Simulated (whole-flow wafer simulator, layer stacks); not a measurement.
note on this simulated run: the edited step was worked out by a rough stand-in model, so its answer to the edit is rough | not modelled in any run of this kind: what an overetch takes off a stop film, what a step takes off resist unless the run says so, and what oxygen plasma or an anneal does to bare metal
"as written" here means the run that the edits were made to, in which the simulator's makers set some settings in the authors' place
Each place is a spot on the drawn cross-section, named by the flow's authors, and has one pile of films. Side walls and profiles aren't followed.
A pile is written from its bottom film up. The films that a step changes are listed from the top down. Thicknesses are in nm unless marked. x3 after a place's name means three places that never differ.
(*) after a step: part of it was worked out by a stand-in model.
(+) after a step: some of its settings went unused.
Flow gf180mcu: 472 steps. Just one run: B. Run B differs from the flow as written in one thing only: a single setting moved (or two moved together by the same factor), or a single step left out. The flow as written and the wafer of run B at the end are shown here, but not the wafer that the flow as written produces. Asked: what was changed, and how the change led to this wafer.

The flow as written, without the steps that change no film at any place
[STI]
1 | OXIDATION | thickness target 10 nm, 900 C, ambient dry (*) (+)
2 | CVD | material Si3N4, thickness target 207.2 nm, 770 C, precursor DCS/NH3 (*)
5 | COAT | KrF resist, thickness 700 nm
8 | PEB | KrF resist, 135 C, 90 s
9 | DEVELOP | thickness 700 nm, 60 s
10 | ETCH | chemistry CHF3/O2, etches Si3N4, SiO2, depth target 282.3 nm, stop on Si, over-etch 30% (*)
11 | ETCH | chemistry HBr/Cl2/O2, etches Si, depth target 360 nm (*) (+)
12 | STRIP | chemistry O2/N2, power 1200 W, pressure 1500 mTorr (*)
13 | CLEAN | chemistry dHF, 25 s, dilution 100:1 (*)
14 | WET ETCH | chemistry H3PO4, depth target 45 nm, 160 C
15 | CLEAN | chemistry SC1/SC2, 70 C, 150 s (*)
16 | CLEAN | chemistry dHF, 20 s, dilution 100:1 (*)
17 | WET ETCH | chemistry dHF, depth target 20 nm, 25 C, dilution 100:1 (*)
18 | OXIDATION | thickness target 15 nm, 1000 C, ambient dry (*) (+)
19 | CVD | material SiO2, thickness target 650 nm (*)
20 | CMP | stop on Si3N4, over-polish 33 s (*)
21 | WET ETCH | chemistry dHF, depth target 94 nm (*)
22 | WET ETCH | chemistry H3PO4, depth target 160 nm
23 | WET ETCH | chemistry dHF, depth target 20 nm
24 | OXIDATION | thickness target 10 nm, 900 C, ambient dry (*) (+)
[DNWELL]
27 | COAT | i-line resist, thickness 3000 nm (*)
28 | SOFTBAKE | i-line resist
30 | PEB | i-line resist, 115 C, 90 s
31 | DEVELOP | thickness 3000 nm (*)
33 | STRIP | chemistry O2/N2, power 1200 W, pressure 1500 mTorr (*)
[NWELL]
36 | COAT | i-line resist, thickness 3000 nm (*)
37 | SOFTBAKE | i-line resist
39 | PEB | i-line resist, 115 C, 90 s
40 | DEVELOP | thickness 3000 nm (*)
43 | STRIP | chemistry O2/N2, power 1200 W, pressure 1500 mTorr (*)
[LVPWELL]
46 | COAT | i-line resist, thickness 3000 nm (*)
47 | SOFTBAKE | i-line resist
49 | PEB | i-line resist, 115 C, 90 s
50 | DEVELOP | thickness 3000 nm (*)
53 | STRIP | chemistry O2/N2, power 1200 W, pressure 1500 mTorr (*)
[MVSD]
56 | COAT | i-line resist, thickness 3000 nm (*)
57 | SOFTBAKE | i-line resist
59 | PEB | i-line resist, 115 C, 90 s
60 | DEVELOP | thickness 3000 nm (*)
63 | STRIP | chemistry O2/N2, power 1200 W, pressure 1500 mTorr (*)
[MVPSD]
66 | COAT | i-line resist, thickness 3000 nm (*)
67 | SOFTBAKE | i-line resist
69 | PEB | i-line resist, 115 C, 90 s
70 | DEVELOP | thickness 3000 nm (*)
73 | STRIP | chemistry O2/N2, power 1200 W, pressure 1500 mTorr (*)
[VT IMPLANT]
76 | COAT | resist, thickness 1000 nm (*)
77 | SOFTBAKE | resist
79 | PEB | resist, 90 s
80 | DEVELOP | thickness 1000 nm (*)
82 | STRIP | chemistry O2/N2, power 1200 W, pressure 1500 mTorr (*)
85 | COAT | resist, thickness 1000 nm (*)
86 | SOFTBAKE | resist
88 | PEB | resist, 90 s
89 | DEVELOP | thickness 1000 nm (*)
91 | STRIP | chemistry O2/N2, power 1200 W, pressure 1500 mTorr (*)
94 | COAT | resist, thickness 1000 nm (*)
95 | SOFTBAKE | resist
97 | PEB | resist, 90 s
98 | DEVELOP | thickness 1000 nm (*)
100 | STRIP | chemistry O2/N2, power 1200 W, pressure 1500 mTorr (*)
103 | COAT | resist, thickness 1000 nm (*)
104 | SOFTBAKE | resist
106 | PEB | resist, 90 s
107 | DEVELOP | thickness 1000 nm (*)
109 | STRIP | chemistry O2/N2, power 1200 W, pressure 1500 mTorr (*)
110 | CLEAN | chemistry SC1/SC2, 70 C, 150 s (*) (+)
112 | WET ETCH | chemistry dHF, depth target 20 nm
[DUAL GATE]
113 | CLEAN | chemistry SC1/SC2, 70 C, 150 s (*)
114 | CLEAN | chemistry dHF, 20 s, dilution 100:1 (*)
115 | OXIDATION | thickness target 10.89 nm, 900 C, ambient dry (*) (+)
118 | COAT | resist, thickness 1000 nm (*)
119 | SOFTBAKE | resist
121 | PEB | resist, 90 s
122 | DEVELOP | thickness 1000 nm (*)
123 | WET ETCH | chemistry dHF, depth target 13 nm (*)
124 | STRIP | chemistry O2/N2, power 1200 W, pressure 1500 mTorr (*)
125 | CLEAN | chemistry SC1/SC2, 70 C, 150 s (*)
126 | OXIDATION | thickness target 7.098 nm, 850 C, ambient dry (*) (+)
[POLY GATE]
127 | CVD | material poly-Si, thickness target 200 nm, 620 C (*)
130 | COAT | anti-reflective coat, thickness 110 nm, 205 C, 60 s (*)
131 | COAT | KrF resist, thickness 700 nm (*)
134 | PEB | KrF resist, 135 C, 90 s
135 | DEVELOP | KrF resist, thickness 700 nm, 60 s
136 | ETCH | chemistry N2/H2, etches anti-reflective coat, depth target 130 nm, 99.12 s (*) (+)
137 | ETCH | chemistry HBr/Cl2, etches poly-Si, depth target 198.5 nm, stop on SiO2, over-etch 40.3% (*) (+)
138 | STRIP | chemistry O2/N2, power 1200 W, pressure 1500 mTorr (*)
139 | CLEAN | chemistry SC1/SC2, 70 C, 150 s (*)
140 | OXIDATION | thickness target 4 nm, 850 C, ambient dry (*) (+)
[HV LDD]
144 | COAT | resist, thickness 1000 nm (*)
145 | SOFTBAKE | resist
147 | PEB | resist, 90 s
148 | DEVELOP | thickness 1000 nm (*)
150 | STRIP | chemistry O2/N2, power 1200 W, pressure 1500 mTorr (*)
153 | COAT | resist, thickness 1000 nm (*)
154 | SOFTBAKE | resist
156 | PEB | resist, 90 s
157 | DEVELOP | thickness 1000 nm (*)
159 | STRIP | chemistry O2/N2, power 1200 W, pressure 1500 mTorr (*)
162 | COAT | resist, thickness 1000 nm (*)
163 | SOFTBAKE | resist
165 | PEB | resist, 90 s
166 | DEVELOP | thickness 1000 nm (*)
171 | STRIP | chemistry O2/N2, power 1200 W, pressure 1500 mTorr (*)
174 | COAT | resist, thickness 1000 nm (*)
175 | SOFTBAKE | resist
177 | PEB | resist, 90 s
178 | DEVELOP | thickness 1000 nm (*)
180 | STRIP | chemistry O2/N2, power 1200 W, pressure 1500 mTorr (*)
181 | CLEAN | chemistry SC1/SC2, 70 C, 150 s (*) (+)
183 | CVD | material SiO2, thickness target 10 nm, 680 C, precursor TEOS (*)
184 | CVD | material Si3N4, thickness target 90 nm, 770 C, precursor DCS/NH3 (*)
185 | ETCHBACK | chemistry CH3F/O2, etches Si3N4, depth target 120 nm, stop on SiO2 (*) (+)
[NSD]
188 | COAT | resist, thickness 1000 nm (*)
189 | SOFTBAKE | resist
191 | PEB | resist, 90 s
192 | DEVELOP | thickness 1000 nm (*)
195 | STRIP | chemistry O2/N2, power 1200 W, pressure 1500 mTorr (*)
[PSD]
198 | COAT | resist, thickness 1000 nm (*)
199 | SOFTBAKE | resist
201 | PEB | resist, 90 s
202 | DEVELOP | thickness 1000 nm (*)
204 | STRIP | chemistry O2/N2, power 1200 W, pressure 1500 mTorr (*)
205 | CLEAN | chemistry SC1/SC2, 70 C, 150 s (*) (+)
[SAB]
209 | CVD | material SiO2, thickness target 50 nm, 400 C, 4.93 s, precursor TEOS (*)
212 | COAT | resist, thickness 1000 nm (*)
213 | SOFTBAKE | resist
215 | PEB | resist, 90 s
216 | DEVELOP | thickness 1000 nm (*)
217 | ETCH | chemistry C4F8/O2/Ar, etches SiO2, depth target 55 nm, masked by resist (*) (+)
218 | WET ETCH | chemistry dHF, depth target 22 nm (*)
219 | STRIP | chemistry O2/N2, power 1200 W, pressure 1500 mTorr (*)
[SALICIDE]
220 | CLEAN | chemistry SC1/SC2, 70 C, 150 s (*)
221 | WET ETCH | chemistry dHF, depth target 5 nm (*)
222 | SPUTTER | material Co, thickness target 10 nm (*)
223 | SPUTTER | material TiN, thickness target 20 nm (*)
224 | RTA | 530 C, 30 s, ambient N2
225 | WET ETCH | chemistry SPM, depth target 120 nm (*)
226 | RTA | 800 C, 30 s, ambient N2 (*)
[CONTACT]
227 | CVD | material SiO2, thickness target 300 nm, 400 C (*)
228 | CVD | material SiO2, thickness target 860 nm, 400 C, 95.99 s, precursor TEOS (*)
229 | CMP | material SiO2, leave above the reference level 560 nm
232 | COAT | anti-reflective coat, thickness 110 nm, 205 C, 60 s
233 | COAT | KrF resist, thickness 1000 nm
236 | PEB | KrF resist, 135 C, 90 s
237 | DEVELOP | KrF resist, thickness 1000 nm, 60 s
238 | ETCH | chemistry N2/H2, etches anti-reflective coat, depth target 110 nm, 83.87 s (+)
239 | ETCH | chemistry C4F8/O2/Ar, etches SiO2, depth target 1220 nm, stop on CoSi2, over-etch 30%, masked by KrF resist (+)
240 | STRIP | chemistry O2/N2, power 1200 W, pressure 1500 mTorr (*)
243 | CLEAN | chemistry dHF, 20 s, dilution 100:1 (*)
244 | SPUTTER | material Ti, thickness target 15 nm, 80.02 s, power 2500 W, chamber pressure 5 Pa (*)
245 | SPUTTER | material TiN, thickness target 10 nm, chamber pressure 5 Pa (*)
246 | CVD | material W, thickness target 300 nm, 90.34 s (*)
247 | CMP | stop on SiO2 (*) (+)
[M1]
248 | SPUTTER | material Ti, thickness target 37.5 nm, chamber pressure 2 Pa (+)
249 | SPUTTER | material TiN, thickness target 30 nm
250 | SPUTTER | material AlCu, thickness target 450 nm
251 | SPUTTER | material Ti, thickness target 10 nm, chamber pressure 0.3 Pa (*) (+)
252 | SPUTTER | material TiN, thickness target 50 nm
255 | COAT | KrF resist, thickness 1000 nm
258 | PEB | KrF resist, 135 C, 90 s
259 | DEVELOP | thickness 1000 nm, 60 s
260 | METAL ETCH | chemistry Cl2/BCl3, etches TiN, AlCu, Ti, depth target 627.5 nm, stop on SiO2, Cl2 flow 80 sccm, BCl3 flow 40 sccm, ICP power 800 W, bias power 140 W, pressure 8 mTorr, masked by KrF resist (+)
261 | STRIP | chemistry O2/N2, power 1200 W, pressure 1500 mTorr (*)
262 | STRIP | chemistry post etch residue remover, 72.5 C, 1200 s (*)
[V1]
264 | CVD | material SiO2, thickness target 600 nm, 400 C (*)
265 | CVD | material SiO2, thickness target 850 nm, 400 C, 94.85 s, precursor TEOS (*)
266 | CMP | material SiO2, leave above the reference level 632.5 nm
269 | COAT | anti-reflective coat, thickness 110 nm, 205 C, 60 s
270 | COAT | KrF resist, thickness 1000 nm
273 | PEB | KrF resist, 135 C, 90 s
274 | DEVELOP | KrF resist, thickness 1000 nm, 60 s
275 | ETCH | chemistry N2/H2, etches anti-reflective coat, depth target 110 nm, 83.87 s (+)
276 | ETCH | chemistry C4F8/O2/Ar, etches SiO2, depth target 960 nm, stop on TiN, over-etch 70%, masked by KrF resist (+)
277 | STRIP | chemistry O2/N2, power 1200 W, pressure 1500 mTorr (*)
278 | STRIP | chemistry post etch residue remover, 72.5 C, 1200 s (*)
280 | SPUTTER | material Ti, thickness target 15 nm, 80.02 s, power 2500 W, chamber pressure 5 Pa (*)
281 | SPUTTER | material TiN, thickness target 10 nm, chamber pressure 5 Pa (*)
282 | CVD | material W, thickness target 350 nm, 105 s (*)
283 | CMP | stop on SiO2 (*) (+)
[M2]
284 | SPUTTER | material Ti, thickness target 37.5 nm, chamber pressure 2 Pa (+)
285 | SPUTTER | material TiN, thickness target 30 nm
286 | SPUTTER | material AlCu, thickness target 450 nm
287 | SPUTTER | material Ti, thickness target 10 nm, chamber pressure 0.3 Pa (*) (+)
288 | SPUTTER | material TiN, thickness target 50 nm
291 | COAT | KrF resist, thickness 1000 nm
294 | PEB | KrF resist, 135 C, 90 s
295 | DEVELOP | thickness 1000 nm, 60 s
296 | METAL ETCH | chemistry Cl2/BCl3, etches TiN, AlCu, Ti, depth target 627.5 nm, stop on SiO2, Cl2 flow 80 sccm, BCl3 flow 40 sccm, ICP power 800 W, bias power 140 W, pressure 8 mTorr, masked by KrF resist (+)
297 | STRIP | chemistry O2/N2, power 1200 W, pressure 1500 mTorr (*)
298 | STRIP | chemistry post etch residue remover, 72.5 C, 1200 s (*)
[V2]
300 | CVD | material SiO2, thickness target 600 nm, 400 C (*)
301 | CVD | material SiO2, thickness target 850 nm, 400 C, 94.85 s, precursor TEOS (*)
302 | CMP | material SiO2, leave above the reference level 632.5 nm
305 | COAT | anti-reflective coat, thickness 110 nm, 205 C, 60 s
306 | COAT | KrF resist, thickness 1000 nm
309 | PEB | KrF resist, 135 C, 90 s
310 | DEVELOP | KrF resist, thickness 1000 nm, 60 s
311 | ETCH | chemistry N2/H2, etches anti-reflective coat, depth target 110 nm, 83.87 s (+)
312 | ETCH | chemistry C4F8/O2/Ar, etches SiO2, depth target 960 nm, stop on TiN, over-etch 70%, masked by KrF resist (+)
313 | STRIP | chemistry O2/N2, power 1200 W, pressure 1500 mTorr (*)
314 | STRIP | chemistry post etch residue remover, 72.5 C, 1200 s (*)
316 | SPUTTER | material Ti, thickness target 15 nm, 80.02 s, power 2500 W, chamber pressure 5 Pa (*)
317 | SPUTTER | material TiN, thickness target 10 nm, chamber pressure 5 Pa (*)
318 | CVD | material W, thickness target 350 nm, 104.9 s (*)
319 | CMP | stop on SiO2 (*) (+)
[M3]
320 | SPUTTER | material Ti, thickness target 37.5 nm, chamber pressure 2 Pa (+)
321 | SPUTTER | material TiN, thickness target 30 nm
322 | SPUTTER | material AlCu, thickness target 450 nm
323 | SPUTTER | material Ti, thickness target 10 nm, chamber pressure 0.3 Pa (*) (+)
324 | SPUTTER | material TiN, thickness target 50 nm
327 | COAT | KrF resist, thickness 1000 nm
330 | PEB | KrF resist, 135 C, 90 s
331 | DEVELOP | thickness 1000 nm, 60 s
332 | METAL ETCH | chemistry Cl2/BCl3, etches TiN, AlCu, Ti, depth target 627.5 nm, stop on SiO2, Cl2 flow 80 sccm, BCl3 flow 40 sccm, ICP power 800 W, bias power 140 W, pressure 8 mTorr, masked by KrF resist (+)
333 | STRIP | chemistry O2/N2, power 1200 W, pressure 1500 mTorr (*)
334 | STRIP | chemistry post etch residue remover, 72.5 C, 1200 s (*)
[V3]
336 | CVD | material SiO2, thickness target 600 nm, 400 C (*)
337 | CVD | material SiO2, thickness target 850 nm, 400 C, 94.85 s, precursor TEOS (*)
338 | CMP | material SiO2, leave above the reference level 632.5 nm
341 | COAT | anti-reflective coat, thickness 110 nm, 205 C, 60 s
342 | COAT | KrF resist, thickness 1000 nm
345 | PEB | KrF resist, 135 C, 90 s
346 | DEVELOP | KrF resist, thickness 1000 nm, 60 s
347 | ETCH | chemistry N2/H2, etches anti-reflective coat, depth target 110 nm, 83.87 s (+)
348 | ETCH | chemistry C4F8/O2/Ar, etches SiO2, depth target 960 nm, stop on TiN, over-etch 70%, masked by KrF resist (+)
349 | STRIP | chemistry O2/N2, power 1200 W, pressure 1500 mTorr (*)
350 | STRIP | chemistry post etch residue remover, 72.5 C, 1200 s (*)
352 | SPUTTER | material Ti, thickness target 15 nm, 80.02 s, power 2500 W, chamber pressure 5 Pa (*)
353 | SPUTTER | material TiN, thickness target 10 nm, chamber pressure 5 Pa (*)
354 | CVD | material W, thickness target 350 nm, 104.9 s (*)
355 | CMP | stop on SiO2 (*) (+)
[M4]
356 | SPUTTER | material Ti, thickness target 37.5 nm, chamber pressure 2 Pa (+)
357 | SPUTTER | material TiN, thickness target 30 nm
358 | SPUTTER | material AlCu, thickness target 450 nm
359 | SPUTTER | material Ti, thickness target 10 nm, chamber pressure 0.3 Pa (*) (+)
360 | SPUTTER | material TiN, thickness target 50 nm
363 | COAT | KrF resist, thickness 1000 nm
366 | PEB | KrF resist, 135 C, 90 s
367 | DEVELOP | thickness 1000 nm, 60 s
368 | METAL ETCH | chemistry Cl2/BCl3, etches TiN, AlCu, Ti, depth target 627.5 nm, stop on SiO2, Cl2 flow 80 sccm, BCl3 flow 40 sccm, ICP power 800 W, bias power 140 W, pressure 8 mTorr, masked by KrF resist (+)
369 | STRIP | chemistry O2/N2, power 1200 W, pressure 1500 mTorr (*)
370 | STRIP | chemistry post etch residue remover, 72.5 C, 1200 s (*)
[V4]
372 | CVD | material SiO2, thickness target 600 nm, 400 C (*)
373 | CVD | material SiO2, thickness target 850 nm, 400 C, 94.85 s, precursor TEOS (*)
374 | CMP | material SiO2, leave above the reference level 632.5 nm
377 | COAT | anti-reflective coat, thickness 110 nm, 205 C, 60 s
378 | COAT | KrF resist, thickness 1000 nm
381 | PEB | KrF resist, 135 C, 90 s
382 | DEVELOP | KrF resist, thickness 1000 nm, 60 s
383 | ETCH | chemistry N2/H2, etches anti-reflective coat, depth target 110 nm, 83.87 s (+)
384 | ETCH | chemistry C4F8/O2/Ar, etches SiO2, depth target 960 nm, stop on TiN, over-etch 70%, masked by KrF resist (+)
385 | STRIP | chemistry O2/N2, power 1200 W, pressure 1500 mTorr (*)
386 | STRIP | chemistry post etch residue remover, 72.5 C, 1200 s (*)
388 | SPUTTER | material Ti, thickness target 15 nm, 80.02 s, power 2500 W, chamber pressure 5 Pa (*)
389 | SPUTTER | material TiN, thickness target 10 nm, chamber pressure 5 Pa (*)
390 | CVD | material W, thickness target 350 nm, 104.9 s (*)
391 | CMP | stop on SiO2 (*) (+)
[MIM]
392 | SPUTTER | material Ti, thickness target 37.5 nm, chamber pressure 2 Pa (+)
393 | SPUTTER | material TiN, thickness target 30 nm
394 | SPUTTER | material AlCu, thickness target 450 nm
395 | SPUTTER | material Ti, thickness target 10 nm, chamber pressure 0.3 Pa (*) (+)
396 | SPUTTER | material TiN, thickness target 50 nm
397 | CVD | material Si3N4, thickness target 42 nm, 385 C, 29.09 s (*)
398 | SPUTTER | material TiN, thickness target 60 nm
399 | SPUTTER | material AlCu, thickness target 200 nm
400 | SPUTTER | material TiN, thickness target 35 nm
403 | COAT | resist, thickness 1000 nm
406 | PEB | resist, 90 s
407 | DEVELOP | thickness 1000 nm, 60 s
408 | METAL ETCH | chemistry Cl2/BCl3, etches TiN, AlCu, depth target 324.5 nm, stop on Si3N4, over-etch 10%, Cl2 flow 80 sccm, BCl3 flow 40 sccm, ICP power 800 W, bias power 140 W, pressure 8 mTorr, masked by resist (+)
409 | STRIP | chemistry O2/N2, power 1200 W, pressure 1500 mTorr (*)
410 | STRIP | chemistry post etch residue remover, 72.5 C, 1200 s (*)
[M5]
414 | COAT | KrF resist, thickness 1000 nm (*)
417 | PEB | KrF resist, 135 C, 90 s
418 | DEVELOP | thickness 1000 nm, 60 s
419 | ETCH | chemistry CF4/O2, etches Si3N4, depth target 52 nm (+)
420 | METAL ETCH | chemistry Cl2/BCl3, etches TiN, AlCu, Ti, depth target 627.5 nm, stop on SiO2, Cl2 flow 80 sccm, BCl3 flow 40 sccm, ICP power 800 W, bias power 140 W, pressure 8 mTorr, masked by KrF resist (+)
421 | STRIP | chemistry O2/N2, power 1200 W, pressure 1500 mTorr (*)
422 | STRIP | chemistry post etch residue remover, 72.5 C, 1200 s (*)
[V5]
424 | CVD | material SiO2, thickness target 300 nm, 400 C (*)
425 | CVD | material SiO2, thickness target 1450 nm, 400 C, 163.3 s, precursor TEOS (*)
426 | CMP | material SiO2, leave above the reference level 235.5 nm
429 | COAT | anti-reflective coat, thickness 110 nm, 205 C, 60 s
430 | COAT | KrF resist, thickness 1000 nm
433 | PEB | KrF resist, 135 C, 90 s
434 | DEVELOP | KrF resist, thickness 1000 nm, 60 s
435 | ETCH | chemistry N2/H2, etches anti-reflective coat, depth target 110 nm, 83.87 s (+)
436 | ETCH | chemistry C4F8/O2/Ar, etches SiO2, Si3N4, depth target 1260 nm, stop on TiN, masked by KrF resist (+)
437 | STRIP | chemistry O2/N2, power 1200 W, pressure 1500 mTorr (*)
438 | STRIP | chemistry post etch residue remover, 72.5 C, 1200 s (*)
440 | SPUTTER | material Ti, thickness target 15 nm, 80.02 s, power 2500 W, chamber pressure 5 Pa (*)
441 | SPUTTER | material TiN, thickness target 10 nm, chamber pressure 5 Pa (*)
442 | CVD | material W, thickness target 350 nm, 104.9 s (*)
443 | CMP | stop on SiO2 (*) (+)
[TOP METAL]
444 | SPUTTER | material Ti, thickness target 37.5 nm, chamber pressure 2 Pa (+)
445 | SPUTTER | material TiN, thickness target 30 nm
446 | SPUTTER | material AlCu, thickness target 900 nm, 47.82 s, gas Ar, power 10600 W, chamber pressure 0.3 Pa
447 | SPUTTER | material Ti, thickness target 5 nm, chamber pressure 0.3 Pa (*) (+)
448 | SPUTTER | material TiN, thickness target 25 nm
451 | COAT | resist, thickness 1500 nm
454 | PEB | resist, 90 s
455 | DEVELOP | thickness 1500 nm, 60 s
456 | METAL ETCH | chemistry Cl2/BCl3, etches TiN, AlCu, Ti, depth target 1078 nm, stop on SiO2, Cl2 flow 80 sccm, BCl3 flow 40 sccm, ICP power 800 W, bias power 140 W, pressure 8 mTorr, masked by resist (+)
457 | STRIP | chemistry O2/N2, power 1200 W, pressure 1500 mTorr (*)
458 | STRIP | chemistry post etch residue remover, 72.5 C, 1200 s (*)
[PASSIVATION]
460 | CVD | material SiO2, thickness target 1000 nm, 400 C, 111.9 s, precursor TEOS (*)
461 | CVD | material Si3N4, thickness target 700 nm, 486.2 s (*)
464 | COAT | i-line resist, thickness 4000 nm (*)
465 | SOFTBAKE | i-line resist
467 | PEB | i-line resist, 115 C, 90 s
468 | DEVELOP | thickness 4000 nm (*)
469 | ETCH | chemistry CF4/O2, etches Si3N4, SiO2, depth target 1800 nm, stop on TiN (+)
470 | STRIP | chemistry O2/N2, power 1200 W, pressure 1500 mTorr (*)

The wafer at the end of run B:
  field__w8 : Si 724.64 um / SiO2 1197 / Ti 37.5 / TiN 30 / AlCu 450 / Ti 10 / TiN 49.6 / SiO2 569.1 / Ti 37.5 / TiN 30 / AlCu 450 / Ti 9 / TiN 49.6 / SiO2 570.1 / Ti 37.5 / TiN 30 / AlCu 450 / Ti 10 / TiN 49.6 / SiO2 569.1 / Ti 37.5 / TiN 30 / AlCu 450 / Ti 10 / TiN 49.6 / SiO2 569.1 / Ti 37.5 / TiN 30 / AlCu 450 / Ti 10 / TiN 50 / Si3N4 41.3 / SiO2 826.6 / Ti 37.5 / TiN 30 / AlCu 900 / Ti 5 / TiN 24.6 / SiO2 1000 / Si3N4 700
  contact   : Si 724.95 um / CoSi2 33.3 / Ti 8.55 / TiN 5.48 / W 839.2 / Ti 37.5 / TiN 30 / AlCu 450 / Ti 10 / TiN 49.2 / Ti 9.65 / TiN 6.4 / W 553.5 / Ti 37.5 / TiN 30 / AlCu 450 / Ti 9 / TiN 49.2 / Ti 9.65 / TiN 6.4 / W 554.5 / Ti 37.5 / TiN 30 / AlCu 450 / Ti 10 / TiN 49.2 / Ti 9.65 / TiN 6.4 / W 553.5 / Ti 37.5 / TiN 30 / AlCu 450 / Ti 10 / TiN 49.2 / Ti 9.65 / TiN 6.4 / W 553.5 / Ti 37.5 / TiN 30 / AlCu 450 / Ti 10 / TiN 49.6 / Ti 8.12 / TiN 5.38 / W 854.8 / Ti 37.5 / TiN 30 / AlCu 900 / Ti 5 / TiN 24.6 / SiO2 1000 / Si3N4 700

What caused this: step 287, SPUTTER: thickness target 9 nm was run, while the flow as written has thickness target 10 nm.
The wafer itself shows it: field__w8 has Ti 9, and step 287 as written asks for 10 nm.

The path from the change to this, step by step:
  287 | SPUTTER | material Ti, thickness target 10 nm, chamber pressure 0.3 Pa (*) (+)
      field, field__w1, field__w2 and 108 more: +9 Ti (new film) (in the flow as written it would be: +10 Ti (new film))
  296 | METAL ETCH | chemistry Cl2/BCl3, etches TiN, AlCu, Ti, depth target 627.5 nm, stop on SiO2, Cl2 flow 80 sccm, BCl3 flow 40 sccm, ICP power 800 W, bias power 140 W, pressure 8 mTorr, masked by KrF resist (+)
      field, field__w1, field__w2 and 103 more: -50 TiN (all of it), -9 Ti (all of it), -450 AlCu (all of it), -30 TiN (all of it), -37.5 Ti (all of it) (in the flow as written it would be: -50 TiN (all of it), -10 Ti (all of it), -450 AlCu (all of it), -30 TiN (all of it), -37.5 Ti (all of it))
